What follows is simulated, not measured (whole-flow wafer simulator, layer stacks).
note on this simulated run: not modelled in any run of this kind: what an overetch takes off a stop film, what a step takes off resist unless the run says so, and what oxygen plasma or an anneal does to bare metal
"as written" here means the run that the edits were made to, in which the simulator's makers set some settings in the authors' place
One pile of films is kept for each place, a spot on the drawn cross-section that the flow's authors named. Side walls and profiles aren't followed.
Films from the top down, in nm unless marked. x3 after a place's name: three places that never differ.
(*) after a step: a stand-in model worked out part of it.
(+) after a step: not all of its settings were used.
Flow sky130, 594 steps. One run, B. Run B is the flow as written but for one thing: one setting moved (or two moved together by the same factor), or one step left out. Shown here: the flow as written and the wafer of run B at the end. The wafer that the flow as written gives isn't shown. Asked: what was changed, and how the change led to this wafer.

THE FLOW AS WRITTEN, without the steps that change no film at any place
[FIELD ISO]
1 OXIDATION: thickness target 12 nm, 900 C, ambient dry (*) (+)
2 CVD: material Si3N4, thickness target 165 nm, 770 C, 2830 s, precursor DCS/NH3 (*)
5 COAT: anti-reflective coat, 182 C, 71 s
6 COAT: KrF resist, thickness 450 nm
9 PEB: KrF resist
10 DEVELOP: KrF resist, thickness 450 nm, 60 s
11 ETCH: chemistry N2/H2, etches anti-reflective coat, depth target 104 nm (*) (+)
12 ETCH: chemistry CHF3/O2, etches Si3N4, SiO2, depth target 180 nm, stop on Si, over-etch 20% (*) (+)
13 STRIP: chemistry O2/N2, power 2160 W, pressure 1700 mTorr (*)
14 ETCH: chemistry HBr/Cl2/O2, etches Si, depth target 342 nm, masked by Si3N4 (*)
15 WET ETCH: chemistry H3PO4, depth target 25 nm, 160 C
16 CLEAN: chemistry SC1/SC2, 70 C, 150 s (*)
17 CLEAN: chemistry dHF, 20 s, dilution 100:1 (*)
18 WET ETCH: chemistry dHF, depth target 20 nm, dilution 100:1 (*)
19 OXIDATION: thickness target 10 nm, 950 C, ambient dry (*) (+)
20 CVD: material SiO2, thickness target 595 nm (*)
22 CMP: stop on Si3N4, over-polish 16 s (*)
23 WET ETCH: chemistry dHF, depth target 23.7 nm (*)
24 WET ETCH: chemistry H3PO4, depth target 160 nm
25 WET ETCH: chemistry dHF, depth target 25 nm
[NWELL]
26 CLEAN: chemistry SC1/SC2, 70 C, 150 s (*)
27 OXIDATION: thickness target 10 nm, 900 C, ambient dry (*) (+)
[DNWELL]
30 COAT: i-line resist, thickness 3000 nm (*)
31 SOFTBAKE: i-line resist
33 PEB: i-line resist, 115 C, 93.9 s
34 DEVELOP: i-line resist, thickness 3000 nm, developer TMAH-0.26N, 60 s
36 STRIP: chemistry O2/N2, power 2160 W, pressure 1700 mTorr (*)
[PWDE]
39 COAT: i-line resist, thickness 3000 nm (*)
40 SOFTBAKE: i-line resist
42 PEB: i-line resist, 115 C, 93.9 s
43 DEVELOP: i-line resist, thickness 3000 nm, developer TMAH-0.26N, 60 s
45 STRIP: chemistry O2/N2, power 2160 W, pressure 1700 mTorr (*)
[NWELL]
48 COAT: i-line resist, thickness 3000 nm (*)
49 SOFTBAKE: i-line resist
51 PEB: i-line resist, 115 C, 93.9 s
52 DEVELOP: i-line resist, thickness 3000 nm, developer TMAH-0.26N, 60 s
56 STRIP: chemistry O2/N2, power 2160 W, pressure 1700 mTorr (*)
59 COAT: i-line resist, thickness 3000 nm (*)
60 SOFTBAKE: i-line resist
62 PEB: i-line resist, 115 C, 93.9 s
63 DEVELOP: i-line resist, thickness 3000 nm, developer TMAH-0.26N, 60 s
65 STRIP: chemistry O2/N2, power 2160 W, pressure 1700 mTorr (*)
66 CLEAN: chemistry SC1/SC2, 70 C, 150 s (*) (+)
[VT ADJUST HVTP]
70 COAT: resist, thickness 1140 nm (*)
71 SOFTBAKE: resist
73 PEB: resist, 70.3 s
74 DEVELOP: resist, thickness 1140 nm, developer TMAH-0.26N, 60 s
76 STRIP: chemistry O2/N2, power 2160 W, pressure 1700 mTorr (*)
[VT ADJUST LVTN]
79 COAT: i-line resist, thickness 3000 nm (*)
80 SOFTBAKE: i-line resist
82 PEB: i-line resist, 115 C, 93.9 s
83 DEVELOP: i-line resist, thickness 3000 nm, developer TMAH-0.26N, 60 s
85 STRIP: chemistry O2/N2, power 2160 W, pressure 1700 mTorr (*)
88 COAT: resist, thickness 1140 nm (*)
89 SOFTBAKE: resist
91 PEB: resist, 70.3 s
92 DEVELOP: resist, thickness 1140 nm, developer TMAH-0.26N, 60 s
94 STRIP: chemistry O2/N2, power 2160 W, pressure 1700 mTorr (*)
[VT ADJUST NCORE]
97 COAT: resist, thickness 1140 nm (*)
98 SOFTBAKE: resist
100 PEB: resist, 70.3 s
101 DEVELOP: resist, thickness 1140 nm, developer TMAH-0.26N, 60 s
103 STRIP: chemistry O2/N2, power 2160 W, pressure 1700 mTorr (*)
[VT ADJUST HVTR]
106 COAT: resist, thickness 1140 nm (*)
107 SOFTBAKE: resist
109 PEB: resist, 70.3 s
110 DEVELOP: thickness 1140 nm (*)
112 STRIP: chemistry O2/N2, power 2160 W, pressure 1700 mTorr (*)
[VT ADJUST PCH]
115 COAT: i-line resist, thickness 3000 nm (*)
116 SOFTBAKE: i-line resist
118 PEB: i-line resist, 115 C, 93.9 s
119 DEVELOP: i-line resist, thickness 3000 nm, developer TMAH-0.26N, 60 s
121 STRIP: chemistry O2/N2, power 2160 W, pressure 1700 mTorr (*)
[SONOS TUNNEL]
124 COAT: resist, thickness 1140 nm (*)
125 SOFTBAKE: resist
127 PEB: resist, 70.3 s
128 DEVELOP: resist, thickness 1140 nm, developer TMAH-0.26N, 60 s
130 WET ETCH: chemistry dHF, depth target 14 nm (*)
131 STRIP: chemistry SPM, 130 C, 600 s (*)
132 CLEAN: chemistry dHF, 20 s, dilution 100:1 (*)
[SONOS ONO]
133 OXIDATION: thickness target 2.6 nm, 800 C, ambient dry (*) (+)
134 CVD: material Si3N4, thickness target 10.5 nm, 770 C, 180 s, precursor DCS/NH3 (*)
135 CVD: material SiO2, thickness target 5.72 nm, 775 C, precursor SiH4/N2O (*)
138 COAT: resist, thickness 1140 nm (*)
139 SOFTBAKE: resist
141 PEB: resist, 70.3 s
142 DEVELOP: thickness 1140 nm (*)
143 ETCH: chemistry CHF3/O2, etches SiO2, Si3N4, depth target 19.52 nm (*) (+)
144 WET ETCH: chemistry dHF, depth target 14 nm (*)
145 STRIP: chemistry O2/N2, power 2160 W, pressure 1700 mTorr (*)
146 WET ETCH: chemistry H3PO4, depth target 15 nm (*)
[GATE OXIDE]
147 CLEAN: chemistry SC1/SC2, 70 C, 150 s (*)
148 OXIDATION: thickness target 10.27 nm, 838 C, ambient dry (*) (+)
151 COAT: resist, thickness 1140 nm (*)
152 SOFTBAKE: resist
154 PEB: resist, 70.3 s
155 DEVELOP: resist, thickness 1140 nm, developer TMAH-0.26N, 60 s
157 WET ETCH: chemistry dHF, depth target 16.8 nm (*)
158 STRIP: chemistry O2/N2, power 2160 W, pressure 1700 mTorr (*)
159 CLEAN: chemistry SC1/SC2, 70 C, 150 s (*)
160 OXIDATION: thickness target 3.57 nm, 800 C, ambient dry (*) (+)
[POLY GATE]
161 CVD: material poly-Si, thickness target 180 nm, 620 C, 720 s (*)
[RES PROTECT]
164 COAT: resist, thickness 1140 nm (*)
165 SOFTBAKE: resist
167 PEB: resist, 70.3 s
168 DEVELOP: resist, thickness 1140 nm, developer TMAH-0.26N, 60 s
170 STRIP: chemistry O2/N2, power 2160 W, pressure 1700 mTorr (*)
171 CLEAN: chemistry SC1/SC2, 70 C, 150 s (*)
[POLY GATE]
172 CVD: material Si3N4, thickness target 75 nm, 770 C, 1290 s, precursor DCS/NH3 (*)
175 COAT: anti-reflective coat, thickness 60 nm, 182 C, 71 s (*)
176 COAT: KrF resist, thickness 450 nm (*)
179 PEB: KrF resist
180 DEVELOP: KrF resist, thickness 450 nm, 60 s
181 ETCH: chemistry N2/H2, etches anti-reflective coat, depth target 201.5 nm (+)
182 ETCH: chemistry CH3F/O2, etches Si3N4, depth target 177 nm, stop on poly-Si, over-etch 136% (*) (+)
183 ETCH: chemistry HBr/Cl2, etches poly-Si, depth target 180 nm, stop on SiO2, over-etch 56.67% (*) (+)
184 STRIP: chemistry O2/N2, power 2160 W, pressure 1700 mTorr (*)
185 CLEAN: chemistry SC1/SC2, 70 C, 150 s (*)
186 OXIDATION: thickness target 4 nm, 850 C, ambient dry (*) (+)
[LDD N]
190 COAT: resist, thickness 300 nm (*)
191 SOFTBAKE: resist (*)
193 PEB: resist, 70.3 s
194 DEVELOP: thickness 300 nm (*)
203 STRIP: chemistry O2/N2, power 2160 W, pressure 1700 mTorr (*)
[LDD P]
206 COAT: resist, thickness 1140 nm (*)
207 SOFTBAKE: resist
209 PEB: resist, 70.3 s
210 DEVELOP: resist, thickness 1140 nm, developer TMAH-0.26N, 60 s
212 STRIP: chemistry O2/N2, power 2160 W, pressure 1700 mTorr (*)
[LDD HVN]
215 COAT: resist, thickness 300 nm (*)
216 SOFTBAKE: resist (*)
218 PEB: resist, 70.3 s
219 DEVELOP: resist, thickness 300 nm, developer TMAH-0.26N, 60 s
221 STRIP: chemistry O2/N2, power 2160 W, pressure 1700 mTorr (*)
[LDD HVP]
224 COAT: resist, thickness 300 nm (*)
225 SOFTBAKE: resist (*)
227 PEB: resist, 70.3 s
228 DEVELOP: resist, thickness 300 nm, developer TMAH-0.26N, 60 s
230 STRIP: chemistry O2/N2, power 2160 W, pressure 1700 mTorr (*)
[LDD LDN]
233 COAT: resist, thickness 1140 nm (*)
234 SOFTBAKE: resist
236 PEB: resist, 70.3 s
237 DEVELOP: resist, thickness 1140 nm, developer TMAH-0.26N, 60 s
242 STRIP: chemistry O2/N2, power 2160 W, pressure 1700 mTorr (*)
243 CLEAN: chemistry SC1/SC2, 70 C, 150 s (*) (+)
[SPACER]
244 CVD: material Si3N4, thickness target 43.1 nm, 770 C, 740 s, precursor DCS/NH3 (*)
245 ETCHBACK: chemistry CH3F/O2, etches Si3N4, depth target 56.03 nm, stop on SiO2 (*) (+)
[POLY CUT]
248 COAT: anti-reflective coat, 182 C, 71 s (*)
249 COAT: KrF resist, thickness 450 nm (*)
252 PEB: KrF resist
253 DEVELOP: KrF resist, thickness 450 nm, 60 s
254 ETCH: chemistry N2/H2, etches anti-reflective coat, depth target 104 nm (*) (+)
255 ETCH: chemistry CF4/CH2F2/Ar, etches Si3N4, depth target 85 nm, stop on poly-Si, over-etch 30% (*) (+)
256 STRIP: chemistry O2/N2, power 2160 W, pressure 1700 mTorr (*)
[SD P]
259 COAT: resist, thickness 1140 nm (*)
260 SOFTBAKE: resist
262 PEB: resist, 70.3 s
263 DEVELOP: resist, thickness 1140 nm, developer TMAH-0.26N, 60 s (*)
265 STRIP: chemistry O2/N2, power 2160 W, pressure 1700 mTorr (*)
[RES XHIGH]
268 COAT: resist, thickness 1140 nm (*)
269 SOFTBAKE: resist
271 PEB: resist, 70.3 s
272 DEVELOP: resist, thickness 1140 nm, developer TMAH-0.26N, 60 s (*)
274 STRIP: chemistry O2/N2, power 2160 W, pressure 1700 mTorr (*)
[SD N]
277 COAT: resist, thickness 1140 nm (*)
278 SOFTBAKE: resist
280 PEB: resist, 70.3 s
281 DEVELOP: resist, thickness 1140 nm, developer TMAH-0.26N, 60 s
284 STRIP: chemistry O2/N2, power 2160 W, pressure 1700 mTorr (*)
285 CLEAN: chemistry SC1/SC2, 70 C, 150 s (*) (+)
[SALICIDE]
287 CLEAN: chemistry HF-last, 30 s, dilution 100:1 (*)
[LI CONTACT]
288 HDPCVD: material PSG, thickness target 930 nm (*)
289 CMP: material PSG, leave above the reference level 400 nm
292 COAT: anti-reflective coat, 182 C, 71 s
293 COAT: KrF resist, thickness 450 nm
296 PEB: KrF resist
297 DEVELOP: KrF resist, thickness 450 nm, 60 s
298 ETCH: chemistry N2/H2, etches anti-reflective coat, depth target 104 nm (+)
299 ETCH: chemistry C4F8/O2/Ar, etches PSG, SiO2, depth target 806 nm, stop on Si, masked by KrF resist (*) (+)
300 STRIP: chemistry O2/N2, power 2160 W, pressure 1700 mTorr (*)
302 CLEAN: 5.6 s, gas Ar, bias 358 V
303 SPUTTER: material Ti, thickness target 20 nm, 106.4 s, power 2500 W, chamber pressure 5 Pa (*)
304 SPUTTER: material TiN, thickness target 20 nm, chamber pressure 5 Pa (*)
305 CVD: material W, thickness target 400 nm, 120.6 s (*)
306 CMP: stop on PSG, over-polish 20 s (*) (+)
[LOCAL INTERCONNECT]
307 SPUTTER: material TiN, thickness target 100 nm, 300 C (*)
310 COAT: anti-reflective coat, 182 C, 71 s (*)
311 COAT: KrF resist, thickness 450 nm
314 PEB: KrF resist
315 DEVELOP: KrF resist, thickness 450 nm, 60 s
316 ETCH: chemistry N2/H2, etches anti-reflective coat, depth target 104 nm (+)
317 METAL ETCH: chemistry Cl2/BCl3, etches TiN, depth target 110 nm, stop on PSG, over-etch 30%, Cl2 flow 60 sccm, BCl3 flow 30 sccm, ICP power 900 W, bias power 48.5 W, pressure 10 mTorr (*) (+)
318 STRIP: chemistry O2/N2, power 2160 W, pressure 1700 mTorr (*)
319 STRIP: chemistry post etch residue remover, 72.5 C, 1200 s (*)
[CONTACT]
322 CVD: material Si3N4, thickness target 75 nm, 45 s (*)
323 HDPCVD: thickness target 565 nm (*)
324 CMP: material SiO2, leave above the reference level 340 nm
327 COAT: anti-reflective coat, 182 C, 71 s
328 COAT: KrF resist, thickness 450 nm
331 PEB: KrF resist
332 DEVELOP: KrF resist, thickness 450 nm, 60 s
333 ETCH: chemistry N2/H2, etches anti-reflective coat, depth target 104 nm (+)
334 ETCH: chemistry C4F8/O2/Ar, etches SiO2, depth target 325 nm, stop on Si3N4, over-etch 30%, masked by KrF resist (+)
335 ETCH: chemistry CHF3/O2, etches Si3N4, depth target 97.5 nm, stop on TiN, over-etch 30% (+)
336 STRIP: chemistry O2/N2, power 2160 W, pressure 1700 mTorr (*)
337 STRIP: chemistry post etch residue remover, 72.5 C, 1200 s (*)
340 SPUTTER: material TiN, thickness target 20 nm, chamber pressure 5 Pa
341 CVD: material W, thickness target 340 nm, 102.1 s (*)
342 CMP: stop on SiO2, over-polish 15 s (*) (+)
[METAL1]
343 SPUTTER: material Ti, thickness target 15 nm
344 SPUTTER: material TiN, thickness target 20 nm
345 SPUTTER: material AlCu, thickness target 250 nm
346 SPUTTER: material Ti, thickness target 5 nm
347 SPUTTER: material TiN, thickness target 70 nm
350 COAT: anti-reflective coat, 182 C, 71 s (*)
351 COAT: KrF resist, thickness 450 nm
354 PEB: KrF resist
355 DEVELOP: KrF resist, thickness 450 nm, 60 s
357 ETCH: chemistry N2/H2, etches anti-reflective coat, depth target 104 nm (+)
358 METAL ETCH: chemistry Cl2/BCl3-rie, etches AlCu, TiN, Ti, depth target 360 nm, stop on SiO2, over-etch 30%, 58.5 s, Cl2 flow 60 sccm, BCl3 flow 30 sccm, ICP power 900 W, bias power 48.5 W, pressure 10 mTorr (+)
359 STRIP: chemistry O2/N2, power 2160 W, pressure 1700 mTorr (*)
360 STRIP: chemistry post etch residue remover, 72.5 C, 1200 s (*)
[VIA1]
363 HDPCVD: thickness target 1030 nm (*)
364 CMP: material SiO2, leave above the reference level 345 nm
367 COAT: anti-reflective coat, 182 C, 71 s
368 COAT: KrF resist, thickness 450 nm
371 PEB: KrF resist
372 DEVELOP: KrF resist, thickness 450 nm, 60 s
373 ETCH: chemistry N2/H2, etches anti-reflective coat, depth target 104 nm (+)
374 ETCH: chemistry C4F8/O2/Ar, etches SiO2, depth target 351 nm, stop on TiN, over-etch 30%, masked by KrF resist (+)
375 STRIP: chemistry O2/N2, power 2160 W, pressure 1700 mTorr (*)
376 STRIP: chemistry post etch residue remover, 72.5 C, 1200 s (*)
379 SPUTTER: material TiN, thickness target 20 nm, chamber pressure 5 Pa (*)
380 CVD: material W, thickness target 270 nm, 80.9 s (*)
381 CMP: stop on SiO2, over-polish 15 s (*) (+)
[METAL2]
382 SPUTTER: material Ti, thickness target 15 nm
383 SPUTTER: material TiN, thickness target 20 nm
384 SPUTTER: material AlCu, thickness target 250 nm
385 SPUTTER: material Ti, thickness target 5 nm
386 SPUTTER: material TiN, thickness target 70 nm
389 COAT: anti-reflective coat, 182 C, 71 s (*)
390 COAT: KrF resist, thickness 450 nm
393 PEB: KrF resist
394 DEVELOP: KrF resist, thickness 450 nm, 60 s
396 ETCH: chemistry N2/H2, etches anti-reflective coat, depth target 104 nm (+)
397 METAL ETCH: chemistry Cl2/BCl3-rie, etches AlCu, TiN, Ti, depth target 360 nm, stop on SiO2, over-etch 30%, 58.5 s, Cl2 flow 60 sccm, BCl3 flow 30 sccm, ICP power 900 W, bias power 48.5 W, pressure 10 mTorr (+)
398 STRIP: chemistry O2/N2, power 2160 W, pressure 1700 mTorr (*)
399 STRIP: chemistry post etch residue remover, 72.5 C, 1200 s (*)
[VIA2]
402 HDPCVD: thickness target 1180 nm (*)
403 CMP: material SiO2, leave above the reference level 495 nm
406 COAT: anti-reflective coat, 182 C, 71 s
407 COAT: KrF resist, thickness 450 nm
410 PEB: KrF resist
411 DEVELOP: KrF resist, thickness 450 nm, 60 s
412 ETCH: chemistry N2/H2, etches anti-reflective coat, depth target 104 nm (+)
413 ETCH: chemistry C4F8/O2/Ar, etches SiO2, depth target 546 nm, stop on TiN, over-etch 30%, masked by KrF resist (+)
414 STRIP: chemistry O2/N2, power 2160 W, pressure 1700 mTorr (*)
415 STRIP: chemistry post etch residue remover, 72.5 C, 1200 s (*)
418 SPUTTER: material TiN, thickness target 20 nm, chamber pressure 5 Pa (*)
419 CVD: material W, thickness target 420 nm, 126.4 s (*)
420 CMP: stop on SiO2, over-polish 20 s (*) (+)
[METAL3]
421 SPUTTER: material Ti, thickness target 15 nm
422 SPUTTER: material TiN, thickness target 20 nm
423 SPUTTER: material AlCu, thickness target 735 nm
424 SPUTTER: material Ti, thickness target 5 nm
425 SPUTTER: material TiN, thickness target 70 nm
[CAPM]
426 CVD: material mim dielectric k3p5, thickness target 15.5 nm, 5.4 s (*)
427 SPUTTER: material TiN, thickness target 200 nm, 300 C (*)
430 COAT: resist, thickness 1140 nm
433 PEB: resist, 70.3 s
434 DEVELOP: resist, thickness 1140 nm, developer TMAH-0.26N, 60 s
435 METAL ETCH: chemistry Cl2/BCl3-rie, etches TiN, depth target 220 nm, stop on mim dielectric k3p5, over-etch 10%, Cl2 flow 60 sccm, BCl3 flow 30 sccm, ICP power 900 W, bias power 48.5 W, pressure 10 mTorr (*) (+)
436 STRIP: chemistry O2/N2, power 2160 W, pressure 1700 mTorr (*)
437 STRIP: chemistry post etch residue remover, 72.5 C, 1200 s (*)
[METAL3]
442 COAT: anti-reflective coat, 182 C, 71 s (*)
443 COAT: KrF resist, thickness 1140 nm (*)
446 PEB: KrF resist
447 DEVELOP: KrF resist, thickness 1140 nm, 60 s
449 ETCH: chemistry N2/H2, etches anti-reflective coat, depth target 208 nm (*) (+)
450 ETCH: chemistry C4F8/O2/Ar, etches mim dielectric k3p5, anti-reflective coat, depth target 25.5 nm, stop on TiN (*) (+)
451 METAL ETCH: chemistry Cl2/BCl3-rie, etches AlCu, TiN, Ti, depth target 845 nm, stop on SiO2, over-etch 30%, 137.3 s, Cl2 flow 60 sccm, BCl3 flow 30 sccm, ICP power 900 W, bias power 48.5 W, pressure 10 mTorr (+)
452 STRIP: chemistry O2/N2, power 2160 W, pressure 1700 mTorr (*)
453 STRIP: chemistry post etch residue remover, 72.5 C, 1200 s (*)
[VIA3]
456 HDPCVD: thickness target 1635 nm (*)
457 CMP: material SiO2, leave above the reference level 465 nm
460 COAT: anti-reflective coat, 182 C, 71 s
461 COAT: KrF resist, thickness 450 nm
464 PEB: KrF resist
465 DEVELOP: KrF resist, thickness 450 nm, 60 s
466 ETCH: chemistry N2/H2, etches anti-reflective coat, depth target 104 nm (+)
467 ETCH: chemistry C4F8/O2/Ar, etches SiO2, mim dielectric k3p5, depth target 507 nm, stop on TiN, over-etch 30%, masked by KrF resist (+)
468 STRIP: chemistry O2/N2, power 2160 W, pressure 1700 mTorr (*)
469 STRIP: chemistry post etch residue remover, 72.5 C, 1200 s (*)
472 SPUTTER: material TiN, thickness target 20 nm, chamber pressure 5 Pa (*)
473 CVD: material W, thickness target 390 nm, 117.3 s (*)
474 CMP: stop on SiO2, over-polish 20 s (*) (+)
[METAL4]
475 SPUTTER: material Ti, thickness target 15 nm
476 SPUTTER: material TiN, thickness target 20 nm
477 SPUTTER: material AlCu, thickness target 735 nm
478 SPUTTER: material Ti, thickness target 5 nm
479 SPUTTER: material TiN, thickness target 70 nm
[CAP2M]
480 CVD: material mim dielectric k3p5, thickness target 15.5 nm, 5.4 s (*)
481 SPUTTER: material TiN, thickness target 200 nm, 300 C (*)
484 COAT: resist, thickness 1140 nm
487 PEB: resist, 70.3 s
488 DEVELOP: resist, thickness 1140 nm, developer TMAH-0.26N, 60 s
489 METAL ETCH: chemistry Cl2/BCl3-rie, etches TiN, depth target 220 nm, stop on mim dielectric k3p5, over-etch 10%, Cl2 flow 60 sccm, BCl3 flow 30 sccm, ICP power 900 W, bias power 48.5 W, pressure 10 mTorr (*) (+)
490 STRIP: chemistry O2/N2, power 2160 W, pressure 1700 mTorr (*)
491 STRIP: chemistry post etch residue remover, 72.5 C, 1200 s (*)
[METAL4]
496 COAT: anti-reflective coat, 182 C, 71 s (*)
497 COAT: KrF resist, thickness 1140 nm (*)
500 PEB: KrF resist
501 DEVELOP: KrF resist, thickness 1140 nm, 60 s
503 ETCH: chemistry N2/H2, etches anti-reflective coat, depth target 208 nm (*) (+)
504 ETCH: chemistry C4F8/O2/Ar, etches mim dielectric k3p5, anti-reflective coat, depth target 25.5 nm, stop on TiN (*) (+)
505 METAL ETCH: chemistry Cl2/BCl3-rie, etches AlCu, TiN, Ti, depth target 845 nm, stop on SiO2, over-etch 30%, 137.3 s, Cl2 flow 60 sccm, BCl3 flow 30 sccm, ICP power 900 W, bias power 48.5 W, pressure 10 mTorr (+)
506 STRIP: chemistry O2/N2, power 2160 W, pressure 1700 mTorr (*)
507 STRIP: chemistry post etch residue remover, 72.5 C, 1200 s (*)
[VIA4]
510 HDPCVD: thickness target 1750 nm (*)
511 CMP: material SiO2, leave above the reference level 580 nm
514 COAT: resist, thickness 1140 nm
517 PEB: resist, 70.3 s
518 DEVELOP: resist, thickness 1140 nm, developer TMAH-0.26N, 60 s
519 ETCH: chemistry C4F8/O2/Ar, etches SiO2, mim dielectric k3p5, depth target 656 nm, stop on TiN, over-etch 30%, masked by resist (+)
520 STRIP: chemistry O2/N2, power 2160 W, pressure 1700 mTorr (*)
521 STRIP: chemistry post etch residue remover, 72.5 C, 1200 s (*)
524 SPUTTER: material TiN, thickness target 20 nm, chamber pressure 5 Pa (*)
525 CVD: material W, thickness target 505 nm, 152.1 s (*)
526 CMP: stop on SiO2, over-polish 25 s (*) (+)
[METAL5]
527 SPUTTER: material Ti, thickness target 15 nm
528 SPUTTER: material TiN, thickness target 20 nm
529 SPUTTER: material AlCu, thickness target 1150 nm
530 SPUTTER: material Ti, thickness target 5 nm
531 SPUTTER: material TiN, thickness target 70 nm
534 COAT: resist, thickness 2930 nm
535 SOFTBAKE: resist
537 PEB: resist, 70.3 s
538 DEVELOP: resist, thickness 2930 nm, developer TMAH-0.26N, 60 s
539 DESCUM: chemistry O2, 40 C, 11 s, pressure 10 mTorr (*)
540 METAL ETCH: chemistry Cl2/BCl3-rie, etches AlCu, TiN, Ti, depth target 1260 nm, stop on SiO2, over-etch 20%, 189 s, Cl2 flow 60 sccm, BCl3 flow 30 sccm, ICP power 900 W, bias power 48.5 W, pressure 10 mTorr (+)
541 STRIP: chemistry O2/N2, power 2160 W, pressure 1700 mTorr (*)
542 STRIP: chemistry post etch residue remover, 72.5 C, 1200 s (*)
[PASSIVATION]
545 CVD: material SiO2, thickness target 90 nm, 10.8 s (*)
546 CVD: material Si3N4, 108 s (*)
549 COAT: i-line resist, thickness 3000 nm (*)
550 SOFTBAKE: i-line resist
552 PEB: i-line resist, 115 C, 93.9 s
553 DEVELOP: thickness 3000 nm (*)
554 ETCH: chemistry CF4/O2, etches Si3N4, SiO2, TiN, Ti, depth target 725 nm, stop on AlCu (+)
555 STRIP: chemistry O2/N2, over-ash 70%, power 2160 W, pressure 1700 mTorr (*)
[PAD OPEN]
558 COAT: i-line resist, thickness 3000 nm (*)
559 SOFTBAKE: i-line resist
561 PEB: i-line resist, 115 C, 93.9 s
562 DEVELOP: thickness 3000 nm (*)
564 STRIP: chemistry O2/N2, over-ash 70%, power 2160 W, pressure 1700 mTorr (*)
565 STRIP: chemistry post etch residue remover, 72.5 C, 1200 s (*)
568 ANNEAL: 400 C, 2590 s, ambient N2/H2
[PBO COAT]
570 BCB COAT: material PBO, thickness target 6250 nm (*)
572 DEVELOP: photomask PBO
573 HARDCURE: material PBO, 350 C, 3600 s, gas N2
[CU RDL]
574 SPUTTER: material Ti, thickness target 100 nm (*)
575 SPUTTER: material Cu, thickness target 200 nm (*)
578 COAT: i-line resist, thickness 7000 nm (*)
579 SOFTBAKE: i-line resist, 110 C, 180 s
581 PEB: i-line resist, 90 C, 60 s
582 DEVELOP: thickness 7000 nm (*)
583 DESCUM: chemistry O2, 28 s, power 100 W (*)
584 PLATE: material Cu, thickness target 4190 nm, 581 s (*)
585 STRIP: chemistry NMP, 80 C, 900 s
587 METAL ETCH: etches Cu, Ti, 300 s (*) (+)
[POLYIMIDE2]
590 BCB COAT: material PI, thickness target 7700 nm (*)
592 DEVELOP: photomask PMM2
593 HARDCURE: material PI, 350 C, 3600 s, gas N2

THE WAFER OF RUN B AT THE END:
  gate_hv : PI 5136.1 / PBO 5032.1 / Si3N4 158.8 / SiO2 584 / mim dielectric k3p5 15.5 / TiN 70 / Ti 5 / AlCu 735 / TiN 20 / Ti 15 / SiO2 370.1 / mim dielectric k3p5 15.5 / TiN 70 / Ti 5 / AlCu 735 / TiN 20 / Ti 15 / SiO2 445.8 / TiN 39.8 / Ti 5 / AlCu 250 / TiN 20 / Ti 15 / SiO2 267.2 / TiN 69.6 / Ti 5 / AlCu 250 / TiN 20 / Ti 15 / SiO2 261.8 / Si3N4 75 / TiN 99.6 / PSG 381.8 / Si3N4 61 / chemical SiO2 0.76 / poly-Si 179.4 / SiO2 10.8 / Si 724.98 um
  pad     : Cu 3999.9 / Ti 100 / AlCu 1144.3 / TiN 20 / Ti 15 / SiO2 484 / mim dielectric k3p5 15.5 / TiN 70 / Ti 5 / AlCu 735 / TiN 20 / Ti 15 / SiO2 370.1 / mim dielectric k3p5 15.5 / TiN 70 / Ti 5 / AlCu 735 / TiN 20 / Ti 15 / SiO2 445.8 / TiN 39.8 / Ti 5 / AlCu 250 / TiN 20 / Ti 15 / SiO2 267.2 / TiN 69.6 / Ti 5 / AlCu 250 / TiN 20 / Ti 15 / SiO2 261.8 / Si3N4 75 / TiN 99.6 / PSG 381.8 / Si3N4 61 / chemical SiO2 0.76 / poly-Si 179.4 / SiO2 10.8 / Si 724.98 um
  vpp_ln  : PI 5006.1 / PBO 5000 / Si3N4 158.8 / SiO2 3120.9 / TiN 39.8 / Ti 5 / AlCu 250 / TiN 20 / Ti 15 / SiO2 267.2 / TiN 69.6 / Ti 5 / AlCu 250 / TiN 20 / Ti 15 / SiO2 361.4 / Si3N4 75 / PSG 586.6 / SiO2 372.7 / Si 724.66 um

The cause: step 386, SPUTTER: thickness target 40.2 nm was run, where the flow has thickness target 70 nm.

How the change led to this, step by step:
  386 SPUTTER: material TiN, thickness target 70 nm
      field, active, n_well and 188 more: TiN +40.2 (new film) (as written it would be: TiN +70 (new film))
  397 METAL ETCH: chemistry Cl2/BCl3-rie, etches AlCu, TiN, Ti, depth target 360 nm, stop on SiO2, over-etch 30%, 58.5 s, Cl2 flow 60 sccm, BCl3 flow 30 sccm, ICP power 900 W, bias power 48.5 W, pressure 10 mTorr (+)
      field, active, gate and 82 more: TiN -38.9 (all of it), Ti -5 (all of it), AlCu -250 (all of it), TiN -20 (all of it), Ti -15 (all of it), SiO2 -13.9 (as written it would be: TiN -68.7 (all of it), Ti -5 (all of it), AlCu -250 (all of it), TiN -20 (all of it), Ti -15 (all of it), SiO2 -10.9)
  403 CMP: material SiO2, leave above the reference level 495 nm
      n_well, p_well, gate_hv and 101 more: SiO2 -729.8 (as written it would be: SiO2 -759.6)
      m1, via1_hole: SiO2 -729.3 (as written it would be: SiO2 -759.1)
  413 ETCH: chemistry C4F8/O2/Ar, etches SiO2, depth target 546 nm, stop on TiN, over-etch 30%, masked by KrF resist (+)
      m1: SiO2 -450.1 (all of it) (as written it would be: SiO2 -420.3 (all of it))
      via2_hole: SiO2 -449.6 (all of it) (as written it would be: SiO2 -419.8 (all of it))
  419 CVD: material W, thickness target 420 nm, 126.4 s (*)
      m1: W +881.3 (new film) (as written it would be: W +851.1 (new film))
      via2_hole: W +880.9 (new film) (as written it would be: W +850.7 (new film))
